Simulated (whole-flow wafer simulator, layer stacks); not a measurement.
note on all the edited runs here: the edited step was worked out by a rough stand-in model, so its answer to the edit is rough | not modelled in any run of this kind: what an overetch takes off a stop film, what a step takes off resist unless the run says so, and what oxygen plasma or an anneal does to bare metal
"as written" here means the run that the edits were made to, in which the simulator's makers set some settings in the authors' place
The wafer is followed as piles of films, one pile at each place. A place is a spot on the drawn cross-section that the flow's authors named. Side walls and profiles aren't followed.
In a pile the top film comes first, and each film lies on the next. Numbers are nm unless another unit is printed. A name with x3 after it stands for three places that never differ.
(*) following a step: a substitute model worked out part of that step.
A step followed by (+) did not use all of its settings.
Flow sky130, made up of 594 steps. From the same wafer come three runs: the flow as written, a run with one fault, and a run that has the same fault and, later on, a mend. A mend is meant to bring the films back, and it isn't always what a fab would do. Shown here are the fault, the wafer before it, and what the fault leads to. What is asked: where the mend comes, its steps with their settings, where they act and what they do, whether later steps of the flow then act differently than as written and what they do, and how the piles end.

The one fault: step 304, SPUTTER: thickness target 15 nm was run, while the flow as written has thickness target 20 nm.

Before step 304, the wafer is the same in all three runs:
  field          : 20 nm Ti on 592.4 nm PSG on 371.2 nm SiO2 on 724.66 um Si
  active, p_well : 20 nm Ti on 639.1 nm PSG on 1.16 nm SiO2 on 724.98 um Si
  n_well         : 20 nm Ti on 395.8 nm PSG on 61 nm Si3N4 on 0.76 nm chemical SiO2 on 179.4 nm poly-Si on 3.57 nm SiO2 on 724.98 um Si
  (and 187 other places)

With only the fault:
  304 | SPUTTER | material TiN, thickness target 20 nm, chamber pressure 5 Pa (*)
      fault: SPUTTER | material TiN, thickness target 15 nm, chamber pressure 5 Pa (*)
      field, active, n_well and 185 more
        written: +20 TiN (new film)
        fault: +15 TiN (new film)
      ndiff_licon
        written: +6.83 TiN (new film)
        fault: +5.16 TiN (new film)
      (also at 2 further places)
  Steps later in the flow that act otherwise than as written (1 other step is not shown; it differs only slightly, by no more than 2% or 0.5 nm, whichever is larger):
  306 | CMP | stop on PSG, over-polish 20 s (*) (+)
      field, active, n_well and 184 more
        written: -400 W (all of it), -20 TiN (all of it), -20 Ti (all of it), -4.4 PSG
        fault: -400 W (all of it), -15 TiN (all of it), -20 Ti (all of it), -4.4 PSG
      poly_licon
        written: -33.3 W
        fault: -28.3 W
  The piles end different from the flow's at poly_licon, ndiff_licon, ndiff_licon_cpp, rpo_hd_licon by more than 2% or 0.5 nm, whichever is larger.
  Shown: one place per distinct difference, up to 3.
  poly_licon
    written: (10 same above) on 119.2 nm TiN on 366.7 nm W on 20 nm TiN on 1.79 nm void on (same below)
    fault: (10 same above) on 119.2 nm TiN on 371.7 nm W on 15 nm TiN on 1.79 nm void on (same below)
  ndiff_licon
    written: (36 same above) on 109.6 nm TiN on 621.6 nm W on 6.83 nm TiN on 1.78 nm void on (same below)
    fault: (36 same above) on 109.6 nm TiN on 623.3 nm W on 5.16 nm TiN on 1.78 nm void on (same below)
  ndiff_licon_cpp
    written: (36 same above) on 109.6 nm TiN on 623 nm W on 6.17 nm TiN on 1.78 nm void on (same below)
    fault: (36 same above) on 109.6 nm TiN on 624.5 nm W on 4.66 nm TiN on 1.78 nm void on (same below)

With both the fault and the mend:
  The mend follows step 304.
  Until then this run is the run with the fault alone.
  304a | SPUTTER | material TiN, thickness target 5 nm, chamber pressure 5 Pa (*) (the flow's step 304, run once more with other settings)
      field, active, n_well and 185 more
        +5 TiN
      ndiff_licon
        +1.67 TiN
      ndiff_licon_cpp
        +1.51 TiN
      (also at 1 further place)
  Later steps of the flow that are run all act as written at every place that is followed, up to a difference of at most 2% or 0.5 nm, whichever is larger.
  At the end the piles are close to the flow's at the places that both follow, differing by at most 2% or 0.5 nm, whichever is larger.
